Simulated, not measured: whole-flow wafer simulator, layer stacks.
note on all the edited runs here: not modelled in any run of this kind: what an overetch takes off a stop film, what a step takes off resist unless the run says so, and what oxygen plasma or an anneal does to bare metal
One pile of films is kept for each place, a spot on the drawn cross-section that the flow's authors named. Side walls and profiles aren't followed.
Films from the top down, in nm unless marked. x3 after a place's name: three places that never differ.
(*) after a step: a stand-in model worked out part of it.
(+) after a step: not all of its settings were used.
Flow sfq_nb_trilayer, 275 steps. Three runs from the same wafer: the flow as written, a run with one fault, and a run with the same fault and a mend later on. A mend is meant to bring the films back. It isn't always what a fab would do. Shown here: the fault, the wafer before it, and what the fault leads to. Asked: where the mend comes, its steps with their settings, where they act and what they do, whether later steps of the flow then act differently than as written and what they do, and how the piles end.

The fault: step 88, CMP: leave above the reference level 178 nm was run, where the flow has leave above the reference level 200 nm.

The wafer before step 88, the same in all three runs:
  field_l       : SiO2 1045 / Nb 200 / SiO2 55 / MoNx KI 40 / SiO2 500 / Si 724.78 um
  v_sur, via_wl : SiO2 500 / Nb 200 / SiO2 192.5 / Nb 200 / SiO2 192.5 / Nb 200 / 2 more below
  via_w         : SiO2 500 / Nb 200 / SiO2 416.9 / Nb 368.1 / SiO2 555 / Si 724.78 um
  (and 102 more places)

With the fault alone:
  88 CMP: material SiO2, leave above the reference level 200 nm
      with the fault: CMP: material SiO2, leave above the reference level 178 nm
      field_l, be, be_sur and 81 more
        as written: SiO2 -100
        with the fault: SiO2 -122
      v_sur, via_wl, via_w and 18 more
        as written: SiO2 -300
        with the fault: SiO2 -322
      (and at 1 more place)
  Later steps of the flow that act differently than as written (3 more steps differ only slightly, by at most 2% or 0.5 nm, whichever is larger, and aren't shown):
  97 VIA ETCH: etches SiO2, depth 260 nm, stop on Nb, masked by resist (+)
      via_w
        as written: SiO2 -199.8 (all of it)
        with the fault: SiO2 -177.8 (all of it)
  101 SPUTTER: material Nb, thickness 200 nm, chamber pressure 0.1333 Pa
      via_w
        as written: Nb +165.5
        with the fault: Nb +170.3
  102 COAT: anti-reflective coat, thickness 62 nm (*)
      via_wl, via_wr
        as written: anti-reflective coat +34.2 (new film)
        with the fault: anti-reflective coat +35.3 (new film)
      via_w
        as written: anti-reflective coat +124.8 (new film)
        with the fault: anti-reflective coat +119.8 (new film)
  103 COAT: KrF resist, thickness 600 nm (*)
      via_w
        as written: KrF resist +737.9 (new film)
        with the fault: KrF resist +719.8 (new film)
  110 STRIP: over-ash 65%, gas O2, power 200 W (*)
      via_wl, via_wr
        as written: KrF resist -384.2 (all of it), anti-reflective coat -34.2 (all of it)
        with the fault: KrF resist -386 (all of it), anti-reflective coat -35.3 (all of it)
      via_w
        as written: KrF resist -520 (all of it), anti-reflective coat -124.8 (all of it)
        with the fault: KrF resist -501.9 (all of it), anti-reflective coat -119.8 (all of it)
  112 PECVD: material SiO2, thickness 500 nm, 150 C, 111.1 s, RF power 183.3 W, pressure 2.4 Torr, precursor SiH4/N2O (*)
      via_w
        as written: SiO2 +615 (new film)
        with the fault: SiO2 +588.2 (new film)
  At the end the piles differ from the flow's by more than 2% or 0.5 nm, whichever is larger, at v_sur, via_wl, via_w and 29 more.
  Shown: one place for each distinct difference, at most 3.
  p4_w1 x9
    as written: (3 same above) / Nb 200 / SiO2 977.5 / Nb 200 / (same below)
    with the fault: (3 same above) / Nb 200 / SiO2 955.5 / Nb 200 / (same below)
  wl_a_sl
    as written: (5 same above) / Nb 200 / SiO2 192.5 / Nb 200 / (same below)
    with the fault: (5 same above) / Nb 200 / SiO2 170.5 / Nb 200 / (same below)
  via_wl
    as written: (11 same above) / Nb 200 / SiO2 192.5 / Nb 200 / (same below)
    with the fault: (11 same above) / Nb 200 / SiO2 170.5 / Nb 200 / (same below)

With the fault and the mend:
  The mend comes after step 95.
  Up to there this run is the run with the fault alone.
  95a STRIP: over-ash 65%, gas O2, power 200 W (*)
      field_l, v_sur, via_wl and 102 more
        KrF resist -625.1 (all of it), anti-reflective coat -62 (all of it)
      via_w
        anti-reflective coat -62 (all of it)
  95b PECVD: material SiO2, thickness 22 nm, 150 C, 4.889 s, RF power 183.3 W, pressure 2.4 Torr, precursor SiH4/N2O (the flow's step 87 once more, with other settings)
      field_l, v_sur, via_wl and 103 more
        SiO2 +22
  95c COAT: anti-reflective coat, thickness 62 nm (the flow's step 90 once more)
      field_l, v_sur, via_wl and 103 more
        anti-reflective coat +62 (new film)
  95d COAT: KrF resist, thickness 650 nm (the flow's step 91 once more)
      field_l, v_sur, via_wl and 103 more
        KrF resist +650 (new film)
  95e SOFTBAKE: KrF resist (the flow's step 92 once more)
      changes no film at any place that is followed
  95f EXPOSE: photomask I2, dose 11.91 mJ/cm2, NA 0.6, wavelength 248 nm (*) (the flow's step 93 once more)
      changes no film at any place that is followed
  95g PEB: KrF resist, 90 s (the flow's step 94 once more)
      field_l, v_sur, via_wl and 103 more
        KrF resist -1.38
  95h DEVELOP: KrF resist, thickness 650 nm, 60 s (the flow's step 95 once more)
      field_l, v_sur, via_wl and 102 more
        KrF resist -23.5
      via_w
        KrF resist -648.6 (all of it)
  No later step of the flow acts differently than as written, at any place that is followed, by more than 2% or 0.5 nm, whichever is larger.
  At the end the piles are the same as the flow's at every place that both follow.
